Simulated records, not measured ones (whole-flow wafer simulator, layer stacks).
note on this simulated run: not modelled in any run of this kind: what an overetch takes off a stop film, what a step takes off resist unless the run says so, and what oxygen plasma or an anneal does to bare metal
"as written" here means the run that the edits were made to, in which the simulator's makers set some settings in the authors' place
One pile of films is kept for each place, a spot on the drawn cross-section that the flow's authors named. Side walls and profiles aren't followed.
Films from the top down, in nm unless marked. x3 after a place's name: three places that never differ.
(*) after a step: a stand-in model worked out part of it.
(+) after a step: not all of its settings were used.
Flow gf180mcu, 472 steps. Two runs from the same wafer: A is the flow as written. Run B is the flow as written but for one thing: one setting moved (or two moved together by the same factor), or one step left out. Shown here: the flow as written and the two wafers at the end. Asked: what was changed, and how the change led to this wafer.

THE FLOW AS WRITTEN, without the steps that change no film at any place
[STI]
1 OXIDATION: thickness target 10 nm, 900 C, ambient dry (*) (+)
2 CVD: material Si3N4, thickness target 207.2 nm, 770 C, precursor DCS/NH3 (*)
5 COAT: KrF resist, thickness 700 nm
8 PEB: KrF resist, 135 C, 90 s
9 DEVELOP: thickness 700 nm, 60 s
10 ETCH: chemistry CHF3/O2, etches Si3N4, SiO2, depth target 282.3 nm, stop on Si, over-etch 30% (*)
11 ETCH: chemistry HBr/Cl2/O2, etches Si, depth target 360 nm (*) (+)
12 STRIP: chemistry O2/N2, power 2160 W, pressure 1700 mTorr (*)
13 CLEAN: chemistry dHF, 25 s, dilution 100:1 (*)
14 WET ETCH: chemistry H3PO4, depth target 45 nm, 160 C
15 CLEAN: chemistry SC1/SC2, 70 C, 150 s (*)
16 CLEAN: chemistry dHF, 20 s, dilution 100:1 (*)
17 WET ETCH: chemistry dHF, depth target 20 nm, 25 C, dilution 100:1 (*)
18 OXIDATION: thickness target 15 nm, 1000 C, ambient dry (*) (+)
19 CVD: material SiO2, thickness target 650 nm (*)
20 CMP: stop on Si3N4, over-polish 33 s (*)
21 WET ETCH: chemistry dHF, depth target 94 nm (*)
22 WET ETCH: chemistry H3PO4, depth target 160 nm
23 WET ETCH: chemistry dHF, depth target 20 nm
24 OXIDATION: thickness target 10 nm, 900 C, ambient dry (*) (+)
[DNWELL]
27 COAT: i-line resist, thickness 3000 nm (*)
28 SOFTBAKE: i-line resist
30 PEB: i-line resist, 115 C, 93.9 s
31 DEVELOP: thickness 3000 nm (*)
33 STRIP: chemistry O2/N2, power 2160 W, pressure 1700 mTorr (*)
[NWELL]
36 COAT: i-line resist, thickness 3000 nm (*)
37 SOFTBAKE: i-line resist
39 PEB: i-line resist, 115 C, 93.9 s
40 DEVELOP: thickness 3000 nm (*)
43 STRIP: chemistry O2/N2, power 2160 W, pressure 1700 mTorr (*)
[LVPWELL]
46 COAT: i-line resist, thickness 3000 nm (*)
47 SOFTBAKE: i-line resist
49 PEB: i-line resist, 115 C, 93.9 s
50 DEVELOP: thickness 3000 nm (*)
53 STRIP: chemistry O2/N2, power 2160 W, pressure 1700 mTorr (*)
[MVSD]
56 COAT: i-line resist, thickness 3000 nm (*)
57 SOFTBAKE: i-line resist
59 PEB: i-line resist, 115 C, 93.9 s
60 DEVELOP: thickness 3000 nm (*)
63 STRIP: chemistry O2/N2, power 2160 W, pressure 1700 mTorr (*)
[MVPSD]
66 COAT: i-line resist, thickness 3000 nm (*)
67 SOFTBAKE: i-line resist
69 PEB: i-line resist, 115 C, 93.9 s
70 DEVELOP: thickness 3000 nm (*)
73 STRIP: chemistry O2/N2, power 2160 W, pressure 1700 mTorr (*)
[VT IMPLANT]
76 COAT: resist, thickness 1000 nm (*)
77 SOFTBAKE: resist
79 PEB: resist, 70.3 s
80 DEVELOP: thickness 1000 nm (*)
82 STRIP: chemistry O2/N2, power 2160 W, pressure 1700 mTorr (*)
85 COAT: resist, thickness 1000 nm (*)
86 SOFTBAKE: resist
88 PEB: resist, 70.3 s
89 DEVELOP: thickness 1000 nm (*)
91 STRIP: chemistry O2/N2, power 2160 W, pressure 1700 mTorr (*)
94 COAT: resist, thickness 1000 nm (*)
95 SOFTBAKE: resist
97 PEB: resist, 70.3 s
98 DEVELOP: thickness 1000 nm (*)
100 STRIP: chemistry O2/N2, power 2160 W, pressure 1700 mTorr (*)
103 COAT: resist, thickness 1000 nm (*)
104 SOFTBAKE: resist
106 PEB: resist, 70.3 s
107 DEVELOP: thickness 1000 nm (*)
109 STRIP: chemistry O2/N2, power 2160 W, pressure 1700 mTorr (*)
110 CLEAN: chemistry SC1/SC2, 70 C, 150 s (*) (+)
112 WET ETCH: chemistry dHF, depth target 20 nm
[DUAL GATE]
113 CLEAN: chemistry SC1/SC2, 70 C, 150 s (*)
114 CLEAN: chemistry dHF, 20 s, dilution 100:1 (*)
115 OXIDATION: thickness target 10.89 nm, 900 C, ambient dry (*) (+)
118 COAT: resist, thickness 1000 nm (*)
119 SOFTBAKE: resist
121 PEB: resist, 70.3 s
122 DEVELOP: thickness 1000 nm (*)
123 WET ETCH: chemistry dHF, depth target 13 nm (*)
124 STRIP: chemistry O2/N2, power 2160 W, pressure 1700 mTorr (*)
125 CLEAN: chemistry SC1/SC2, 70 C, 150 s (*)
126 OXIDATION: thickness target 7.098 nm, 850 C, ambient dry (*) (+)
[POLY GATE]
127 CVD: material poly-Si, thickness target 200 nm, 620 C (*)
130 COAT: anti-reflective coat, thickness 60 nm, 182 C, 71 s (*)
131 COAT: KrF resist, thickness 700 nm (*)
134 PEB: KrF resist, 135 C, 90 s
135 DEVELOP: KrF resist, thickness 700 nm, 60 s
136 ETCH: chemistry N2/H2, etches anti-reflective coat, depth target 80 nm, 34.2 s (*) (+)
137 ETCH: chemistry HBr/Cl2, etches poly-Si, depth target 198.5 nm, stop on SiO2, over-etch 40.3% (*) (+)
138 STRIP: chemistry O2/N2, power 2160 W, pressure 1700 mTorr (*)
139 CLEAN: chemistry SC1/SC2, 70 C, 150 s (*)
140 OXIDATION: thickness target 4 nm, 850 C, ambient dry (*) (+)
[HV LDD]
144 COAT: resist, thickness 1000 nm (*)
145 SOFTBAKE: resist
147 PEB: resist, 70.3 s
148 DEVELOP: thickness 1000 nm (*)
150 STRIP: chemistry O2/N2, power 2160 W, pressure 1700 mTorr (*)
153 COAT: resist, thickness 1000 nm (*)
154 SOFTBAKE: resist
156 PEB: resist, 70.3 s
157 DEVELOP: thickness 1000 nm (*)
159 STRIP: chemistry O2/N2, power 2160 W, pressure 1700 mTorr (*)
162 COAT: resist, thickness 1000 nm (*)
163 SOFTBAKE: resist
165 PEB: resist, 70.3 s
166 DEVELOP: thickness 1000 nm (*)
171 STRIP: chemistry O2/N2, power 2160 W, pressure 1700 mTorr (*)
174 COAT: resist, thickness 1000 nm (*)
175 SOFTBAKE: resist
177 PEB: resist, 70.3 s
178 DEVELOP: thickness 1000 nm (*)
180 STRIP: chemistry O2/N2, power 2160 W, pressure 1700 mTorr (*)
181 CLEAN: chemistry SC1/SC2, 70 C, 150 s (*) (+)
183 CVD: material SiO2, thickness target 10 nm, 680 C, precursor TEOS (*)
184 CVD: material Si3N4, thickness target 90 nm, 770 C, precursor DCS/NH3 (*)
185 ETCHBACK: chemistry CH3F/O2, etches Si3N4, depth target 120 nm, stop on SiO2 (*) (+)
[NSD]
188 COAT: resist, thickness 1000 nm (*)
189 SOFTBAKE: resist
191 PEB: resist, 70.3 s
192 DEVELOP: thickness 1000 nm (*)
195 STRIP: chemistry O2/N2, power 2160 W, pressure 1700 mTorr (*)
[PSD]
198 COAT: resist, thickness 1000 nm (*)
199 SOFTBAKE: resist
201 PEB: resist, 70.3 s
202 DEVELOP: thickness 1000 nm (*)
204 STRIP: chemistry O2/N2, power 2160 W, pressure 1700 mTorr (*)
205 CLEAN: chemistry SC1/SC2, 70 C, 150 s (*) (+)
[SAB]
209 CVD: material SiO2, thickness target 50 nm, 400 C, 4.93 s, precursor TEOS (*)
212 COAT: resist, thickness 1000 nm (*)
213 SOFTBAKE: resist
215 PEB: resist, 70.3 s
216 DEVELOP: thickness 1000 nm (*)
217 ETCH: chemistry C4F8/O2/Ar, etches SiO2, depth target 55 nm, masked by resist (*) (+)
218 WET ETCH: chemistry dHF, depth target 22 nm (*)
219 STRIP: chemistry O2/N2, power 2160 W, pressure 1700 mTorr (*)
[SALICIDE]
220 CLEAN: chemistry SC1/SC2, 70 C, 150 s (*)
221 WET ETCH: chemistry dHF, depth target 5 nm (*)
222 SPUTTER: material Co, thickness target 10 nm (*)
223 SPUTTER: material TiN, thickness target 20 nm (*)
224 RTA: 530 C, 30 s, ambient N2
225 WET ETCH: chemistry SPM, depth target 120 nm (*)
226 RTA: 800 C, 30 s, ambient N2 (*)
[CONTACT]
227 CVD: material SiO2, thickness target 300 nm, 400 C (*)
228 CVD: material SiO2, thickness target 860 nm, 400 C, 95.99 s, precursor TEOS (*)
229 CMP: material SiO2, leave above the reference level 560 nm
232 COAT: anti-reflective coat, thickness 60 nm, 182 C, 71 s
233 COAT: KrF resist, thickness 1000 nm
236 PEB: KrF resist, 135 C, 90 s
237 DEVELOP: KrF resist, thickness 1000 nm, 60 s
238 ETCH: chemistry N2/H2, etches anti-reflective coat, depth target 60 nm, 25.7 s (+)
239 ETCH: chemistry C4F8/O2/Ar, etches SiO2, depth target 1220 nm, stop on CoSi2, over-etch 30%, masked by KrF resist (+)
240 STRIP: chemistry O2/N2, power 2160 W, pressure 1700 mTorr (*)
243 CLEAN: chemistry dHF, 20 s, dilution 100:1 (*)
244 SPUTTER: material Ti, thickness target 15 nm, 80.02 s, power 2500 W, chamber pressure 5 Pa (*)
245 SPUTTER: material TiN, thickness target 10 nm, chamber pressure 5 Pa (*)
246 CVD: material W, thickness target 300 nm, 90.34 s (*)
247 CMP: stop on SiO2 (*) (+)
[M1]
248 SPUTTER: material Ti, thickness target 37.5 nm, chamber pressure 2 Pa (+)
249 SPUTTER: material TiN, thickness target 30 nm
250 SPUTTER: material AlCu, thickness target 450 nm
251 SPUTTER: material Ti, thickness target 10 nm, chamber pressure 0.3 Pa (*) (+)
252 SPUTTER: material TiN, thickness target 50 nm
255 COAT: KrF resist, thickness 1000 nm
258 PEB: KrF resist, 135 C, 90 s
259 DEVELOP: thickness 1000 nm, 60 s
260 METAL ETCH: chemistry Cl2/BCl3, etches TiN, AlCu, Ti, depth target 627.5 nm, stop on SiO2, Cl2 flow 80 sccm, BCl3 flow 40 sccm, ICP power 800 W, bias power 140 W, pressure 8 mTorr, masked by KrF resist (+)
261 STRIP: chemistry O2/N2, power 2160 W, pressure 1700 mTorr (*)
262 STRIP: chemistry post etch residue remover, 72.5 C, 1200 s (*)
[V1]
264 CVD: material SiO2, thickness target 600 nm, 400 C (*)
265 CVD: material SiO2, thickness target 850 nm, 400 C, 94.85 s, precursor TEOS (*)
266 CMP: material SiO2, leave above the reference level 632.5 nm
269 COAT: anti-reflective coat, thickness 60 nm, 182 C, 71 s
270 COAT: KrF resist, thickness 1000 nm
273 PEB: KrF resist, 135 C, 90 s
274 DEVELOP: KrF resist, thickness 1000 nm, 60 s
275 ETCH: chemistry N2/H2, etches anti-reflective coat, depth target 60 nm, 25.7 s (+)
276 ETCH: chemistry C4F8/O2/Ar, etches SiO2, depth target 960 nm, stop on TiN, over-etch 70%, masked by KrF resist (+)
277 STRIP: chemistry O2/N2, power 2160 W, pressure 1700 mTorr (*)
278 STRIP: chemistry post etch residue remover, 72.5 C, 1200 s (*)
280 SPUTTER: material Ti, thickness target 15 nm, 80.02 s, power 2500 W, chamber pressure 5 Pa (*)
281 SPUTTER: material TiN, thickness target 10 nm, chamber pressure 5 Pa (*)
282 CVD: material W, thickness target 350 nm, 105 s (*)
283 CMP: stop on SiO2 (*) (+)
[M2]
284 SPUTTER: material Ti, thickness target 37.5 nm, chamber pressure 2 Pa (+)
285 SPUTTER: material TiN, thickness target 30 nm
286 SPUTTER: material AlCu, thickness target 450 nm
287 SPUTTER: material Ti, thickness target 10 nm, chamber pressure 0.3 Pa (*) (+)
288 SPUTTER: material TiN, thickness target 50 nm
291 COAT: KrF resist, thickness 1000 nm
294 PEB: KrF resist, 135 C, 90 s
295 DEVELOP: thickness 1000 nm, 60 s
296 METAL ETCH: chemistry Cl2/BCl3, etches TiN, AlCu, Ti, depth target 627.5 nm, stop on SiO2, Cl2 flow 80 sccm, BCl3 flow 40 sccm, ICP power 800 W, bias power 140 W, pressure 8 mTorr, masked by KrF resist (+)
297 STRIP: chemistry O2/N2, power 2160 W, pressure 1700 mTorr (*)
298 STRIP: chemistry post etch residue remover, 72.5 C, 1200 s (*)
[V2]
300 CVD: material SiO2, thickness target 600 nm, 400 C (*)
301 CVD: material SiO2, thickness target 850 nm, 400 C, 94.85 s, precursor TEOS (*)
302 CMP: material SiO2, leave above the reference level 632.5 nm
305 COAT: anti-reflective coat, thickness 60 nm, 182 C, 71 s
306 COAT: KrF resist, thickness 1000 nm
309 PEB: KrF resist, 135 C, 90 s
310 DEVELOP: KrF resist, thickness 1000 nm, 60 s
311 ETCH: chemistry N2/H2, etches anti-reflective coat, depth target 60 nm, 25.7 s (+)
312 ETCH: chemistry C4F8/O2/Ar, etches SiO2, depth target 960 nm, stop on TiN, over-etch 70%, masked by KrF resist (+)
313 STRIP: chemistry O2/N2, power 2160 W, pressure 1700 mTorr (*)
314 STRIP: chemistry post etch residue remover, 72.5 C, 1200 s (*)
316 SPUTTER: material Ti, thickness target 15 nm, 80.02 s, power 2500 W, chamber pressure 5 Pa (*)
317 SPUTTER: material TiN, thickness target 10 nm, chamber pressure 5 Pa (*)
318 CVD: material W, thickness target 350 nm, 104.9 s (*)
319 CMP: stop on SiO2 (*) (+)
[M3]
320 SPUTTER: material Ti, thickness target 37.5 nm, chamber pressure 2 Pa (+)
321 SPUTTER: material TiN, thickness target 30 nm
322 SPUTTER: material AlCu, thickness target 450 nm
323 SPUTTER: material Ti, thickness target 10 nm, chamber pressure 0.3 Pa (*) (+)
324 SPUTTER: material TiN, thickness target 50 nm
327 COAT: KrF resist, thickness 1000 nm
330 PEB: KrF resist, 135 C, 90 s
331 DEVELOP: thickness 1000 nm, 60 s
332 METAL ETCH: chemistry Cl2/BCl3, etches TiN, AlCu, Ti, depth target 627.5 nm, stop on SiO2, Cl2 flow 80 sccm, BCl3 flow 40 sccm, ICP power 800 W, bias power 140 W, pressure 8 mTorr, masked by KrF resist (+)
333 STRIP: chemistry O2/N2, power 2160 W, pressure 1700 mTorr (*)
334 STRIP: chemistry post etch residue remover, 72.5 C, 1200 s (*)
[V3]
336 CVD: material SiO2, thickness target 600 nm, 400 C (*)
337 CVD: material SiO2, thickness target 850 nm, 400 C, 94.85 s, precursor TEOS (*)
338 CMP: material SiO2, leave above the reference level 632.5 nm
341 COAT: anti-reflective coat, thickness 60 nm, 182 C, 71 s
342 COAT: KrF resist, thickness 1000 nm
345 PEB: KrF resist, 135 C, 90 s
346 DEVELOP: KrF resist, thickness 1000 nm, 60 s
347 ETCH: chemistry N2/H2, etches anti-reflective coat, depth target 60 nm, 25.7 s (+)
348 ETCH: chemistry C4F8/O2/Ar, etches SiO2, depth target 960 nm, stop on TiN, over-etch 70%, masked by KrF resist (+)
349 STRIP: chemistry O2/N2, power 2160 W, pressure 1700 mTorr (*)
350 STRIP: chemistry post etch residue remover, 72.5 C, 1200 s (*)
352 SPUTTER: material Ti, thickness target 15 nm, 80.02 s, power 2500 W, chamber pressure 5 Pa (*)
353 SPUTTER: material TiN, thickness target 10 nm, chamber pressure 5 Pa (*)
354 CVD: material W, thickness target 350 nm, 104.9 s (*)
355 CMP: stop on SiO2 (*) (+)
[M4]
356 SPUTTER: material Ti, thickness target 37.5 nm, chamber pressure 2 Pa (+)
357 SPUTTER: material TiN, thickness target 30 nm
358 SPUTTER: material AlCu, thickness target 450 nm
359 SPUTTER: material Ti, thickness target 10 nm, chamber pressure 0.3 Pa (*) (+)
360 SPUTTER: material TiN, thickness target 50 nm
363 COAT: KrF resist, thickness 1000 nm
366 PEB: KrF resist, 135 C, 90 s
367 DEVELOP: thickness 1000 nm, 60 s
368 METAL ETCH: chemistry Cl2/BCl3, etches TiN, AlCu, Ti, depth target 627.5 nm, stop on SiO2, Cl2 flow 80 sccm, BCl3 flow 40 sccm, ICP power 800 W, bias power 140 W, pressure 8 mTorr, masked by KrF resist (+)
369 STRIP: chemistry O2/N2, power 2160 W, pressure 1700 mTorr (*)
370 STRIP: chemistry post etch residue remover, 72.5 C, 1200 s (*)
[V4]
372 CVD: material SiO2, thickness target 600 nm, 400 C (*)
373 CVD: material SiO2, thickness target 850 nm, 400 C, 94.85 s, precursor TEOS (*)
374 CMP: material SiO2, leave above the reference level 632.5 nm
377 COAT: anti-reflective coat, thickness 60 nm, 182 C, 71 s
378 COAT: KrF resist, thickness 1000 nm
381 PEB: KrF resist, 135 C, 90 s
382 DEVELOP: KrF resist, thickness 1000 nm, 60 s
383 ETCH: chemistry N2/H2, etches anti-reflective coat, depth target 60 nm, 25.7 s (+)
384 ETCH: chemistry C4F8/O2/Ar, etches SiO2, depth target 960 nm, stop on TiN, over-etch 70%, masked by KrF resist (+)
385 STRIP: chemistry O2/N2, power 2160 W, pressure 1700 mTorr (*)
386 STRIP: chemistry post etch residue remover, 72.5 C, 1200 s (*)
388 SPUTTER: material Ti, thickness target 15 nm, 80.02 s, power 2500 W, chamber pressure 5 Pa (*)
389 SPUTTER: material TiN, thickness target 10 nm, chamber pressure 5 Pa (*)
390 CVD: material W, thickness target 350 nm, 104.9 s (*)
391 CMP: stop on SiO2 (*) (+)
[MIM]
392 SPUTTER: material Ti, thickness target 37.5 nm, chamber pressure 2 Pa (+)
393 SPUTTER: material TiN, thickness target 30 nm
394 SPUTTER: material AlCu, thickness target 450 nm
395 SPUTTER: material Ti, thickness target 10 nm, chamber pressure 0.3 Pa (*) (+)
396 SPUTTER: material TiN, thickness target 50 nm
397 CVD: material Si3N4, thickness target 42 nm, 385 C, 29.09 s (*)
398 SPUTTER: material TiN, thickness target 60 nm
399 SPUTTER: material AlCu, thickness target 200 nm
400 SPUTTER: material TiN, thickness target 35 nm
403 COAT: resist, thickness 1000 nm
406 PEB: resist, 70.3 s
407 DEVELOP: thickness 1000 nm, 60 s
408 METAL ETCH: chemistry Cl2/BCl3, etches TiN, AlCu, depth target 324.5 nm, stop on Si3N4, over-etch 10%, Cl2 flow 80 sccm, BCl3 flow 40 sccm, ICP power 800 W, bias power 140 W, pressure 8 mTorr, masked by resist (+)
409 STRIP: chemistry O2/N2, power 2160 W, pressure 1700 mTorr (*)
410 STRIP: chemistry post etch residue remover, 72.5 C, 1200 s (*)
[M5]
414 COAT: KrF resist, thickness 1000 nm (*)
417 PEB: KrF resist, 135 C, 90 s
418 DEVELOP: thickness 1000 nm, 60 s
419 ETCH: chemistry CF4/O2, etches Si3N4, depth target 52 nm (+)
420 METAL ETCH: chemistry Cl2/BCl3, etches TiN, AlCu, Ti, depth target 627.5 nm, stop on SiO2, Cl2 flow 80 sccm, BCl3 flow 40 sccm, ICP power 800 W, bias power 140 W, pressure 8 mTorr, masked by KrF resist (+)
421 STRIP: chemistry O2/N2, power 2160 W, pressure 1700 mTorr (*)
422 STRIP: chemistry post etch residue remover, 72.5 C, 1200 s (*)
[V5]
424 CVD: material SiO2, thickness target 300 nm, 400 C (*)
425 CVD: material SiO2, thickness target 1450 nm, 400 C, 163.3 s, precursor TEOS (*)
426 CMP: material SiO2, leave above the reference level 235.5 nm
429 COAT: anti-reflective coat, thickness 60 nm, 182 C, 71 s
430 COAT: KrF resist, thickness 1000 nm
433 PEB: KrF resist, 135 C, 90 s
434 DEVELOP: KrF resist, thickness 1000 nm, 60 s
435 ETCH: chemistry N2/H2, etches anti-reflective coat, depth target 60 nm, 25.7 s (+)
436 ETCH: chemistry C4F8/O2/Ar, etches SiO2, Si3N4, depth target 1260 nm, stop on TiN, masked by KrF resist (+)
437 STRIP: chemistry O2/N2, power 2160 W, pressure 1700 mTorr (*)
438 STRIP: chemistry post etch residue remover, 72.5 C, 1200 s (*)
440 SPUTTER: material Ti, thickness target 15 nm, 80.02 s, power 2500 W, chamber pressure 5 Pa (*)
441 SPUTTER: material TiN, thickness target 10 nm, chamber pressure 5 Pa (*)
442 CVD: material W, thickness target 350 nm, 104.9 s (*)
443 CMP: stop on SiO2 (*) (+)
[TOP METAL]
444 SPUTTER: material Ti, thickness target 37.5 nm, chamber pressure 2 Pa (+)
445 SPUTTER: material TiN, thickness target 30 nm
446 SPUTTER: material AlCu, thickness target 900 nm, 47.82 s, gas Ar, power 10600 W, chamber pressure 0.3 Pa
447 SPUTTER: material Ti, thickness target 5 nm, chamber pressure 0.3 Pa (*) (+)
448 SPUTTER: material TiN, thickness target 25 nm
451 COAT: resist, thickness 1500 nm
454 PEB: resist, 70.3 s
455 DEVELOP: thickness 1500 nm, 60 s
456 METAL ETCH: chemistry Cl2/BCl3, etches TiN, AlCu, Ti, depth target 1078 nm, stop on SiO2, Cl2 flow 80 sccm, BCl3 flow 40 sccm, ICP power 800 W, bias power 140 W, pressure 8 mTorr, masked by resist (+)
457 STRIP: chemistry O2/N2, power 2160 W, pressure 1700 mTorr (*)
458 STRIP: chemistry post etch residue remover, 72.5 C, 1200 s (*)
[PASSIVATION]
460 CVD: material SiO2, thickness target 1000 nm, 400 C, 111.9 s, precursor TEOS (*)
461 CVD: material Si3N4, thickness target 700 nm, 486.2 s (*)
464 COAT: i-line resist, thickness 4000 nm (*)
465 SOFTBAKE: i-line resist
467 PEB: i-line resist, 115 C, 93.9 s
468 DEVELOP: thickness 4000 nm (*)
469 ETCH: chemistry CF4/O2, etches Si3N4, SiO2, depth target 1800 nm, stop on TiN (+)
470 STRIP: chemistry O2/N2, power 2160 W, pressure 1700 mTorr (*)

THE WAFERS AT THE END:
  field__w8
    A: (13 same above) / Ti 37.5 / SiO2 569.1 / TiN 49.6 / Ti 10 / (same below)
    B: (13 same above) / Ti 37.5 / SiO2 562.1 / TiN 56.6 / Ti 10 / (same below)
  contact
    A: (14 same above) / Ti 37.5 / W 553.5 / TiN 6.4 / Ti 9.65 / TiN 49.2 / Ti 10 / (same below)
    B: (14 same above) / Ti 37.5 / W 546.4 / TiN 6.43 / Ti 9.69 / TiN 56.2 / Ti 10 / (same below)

The cause: step 360, SPUTTER: thickness target 57 nm was run, where the flow has thickness target 50 nm.

How the change led to this, step by step:
  360 SPUTTER: material TiN, thickness target 50 nm
      field, field__w1, field__w2 and 108 more: A TiN +50 (new film) | B TiN +57 (new film)
  368 METAL ETCH: chemistry Cl2/BCl3, etches TiN, AlCu, Ti, depth target 627.5 nm, stop on SiO2, Cl2 flow 80 sccm, BCl3 flow 40 sccm, ICP power 800 W, bias power 140 W, pressure 8 mTorr, masked by KrF resist (+)
      field, field__w1, field__w2 and 103 more: A TiN -50 (all of it), Ti -10 (all of it), AlCu -450 (all of it), TiN -30 (all of it), Ti -37.5 (all of it) | B TiN -57 (all of it), Ti -10 (all of it), AlCu -450 (all of it), TiN -30 (all of it), Ti -37.5 (all of it)
